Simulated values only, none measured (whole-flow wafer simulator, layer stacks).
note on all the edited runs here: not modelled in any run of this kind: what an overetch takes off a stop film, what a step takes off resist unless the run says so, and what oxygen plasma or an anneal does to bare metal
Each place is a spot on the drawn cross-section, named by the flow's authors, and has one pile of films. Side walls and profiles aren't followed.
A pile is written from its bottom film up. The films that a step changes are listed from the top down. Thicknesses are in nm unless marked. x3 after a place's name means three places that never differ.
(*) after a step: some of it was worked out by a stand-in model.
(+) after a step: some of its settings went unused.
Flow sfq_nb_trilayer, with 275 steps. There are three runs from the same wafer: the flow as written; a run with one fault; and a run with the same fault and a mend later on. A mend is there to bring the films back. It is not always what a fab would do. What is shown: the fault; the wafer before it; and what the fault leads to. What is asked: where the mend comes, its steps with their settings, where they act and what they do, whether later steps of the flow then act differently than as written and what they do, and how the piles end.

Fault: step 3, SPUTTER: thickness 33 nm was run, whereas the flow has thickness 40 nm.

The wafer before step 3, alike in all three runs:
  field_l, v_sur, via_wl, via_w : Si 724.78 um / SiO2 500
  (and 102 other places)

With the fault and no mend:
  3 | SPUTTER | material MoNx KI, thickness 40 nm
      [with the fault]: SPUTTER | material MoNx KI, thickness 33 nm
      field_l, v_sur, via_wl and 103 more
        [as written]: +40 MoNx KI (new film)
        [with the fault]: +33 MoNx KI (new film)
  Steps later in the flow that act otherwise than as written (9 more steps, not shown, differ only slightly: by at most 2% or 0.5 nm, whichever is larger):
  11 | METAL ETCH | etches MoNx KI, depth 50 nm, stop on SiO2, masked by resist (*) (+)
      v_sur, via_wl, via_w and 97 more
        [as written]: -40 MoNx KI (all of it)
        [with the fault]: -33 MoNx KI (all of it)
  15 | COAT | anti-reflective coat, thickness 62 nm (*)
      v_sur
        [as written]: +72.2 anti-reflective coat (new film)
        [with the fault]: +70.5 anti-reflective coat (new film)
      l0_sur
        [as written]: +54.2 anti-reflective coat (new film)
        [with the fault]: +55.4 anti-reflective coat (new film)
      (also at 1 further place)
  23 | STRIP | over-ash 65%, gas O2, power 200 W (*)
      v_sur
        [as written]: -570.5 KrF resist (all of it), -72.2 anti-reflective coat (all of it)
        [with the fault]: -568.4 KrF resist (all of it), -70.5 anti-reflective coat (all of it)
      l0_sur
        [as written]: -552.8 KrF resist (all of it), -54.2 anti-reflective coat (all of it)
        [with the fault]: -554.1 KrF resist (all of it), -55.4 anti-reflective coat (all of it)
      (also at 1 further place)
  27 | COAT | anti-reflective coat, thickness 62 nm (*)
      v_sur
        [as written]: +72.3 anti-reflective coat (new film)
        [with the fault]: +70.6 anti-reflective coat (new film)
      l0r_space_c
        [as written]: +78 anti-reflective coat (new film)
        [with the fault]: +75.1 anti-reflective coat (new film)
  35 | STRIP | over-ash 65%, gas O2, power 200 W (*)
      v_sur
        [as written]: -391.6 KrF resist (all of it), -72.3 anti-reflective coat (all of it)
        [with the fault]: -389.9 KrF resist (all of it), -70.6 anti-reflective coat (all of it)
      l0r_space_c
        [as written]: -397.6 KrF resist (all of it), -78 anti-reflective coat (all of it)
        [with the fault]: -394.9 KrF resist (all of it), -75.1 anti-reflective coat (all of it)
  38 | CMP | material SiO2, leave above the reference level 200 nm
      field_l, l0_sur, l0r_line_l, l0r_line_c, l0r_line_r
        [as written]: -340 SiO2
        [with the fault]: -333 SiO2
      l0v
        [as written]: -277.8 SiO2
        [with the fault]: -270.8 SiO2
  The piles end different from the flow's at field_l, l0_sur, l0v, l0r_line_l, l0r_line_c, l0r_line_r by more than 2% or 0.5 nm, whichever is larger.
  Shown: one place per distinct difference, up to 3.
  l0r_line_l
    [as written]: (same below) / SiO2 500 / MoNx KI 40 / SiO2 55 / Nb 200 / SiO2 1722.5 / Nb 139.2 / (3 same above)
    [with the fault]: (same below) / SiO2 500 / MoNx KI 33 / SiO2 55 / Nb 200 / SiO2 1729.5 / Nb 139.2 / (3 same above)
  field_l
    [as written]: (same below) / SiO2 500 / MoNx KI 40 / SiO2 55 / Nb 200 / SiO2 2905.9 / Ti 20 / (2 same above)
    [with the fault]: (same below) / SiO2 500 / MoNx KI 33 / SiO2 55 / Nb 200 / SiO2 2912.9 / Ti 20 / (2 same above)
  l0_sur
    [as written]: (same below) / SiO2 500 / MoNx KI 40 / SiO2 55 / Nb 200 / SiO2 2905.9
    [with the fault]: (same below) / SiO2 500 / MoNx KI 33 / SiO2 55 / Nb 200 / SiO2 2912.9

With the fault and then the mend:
  After step 9 comes the mend.
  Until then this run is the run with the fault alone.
  9a | STRIP | over-ash 65%, gas O2, power 200 W (*)
      v_sur, via_wl, via_w and 97 more
        -62 anti-reflective coat (all of it)
      field_l, l0_sur, l0v, l0r_line_l, l0r_line_c, l0r_line_r
        -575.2 KrF resist (all of it), -62 anti-reflective coat (all of it)
  9b | SPUTTER | material MoNx KI, thickness 7 nm (the flow's step 3 again, with other settings)
      field_l, v_sur, via_wl and 103 more
        +7 MoNx KI
  9c | COAT | anti-reflective coat, thickness 62 nm (the flow's step 4 again)
      field_l, v_sur, via_wl and 103 more
        +62 anti-reflective coat (new film)
  9d | COAT | KrF resist, thickness 600 nm (the flow's step 5 again)
      field_l, v_sur, via_wl and 103 more
        +600 KrF resist (new film)
  9e | SOFTBAKE | KrF resist (the flow's step 6 again)
      alters no film at any place that is followed
  9f | EXPOSE | photomask L0, dose 11.59 mJ/cm2, NA 0.6, wavelength 248 nm (*) (the flow's step 7 again)
      alters no film at any place that is followed
  9g | PEB | KrF resist, 90 s (the flow's step 8 again)
      field_l, v_sur, via_wl and 103 more
        -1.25 KrF resist
  9h | DEVELOP | KrF resist, thickness 600 nm, 60 s (the flow's step 9 again)
      v_sur, via_wl, via_w and 97 more
        -598.7 KrF resist (all of it)
      field_l, l0_sur, l0v, l0r_line_l, l0r_line_c, l0r_line_r
        -23.5 KrF resist
  Every later step of the flow that is run acts as written at every place that is followed.
  At every place that both follow, the piles at the end match the flow's.
